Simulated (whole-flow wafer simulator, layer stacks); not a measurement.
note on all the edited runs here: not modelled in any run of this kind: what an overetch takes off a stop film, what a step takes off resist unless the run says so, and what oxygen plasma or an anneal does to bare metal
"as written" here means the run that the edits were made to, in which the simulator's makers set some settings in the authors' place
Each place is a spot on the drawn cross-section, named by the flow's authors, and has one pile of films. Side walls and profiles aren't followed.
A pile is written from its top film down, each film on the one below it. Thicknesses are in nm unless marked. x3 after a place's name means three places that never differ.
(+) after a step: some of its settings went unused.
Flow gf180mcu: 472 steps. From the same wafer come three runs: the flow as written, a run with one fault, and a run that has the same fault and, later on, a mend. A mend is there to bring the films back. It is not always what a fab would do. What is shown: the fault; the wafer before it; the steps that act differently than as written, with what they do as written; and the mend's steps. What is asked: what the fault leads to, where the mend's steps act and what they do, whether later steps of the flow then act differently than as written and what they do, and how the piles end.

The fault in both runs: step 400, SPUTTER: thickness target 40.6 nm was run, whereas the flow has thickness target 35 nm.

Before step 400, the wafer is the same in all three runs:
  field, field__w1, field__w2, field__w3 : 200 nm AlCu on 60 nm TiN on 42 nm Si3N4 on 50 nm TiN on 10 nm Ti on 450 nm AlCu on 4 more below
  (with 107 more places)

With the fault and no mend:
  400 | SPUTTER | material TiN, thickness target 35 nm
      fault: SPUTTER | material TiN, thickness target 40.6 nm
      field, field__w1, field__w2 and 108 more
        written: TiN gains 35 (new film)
        fault: TiN gains 40.6 (new film)
  Steps further on in the flow that do not act as written (8 other steps are not shown; they differ only slightly, by no more than 2% or 0.5 nm, whichever is larger):
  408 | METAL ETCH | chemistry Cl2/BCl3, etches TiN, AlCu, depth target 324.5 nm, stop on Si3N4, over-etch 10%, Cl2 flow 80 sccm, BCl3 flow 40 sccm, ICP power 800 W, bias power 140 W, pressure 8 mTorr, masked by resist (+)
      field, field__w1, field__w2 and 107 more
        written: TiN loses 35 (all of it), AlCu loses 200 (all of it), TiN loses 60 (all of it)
        fault: TiN loses 40.6 (all of it), AlCu loses 200 (all of it), TiN loses 60 (all of it)
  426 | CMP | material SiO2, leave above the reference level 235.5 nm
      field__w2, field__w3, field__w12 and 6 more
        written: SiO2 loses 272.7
        fault: SiO2 loses 267.1
  By the end, the piles at mim depart from the flow's by more than 2% or 0.5 nm, whichever is larger.
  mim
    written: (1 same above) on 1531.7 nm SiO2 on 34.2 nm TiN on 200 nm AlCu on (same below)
    fault: (1 same above) on 1531.7 nm SiO2 on 39.8 nm TiN on 200 nm AlCu on (same below)

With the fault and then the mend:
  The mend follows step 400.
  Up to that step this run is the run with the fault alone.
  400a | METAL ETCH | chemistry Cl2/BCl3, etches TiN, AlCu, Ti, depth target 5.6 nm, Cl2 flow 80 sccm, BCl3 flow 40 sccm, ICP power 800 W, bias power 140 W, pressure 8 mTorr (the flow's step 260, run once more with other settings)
      field, field__w1, field__w2 and 108 more
        TiN loses 5.6
  None of the later steps of the flow acts differently than as written at any place that is followed.
  By the end, the piles equal the flow's at every place that both follow.
